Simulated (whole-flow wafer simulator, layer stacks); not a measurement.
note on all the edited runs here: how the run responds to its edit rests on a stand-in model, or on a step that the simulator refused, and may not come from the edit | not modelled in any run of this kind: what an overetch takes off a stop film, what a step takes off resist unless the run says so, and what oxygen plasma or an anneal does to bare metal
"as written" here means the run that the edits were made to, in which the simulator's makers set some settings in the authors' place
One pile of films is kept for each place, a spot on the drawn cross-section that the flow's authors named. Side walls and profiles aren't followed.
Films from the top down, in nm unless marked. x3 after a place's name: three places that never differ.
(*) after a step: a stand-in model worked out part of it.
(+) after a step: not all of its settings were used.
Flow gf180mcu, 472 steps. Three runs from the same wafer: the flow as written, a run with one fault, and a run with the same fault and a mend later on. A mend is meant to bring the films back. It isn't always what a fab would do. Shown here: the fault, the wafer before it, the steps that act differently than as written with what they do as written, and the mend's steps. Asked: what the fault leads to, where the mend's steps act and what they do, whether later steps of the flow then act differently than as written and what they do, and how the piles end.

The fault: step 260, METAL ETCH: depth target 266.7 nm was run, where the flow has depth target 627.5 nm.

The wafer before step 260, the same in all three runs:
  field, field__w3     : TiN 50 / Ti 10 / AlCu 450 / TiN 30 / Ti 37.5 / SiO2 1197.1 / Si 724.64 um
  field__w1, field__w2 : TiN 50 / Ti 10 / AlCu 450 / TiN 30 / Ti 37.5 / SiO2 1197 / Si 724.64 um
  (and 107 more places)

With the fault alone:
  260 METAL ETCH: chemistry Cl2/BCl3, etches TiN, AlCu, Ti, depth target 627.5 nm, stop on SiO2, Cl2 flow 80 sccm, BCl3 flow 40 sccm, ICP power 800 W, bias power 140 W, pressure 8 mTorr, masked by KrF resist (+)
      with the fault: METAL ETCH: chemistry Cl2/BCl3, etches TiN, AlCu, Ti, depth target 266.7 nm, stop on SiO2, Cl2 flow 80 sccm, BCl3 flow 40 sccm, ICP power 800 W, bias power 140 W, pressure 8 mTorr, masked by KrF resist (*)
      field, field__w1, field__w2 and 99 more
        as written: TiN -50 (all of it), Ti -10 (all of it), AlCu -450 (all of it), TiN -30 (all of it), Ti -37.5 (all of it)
        with the fault: TiN -50 (all of it), Ti -10 (all of it), AlCu -206.7
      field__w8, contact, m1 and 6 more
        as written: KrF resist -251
        with the fault: KrF resist -106.7
  Later steps of the flow that act differently than as written:
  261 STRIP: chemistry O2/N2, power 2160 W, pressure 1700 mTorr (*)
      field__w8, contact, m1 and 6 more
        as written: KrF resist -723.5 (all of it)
        with the fault: KrF resist -867.8 (all of it)
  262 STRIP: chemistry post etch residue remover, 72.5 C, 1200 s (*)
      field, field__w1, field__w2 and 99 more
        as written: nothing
        with the fault: AlCu -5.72
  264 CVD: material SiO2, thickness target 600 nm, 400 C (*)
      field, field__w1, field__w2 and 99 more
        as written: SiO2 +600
        with the fault: SiO2 +600 (new film)
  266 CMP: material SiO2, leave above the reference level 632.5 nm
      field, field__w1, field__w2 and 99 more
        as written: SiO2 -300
        with the fault: SiO2 -605.1
  At the end the piles differ from the flow's by more than 2% or 0.5 nm, whichever is larger, at field, field__w1, field__w2 and 100 more.
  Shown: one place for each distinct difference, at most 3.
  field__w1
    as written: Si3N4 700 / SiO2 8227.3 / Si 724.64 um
    with the fault: Si3N4 700 / SiO2 6725.2 / AlCu 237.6 / TiN 30 / Ti 37.5 / SiO2 1197 / Si 724.64 um
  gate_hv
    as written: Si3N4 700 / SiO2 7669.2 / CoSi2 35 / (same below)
    with the fault: Si3N4 700 / SiO2 6725.2 / AlCu 237.6 / TiN 30 / Ti 37.5 / SiO2 638.9 / CoSi2 35 / (same below)
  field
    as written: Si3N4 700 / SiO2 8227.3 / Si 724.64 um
    with the fault: Si3N4 700 / SiO2 6725.2 / AlCu 237.6 / TiN 30 / Ti 37.5 / SiO2 1197.1 / Si 724.64 um

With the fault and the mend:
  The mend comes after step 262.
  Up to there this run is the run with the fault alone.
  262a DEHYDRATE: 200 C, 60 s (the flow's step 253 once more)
      changes no film at any place that is followed
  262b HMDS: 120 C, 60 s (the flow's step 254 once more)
      changes no film at any place that is followed
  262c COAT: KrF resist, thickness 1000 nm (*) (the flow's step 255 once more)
      iso_ptap_pw, iso_ntap_nw, iso_nw_fld and 33 more
        KrF resist +1000 (new film)
      field_sub__w2, field_sub__w4, ld_gate_n and 13 more
        KrF resist +1001.7 (new film)
      field__w5, field__w6, field__w9 and 9 more
        KrF resist +1001.8 (new film)
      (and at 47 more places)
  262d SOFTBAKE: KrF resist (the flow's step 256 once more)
      changes no film at any place that is followed
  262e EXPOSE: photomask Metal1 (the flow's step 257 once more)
      changes no film at any place that is followed
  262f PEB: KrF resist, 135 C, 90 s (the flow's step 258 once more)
      field__w1, field__w2, field__w3 and 58 more
        KrF resist -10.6
      iso_ptap_pw, iso_ntap_nw, iso_nw_fld and 33 more
        KrF resist -10.5
      field__w8, m1, polyc_n_rim
        KrF resist -7.23
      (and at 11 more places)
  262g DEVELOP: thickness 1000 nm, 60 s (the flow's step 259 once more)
      iso_ptap_pw, iso_ntap_nw, iso_nw_fld and 33 more
        KrF resist -989.5 (all of it)
      field__w5, field__w9, field_sub__w3 and 16 more
        KrF resist -991.2 (all of it)
      field__w6, field_sub, field_sub__w1 and 10 more
        KrF resist -991.3 (all of it)
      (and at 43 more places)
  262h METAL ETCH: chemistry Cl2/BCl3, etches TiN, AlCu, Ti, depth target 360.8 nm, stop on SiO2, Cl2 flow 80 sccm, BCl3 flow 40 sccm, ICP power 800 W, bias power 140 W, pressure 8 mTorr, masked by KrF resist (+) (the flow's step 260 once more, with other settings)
      field, field__w1, field__w2 and 99 more
        AlCu -237.6 (all of it), TiN -30 (all of it), Ti -37.5 (all of it)
      field__w8, contact, m1 and 6 more
        KrF resist -144.3
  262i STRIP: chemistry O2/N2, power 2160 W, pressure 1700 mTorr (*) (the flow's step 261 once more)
      m1, polyc_n_rim
        KrF resist -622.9 (all of it)
      field__w8
        KrF resist -623 (all of it)
      contact
        KrF resist -621.5 (all of it)
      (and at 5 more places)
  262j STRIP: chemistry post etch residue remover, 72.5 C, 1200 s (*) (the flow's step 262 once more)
      field__w8, contact, m1 and 6 more
        TiN -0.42
  No later step of the flow acts differently than as written, at any place that is followed, by more than 2% or 0.5 nm, whichever is larger.
  At the end the piles differ from the flow's only slightly at the places that both follow, by at most 2% or 0.5 nm, whichever is larger.
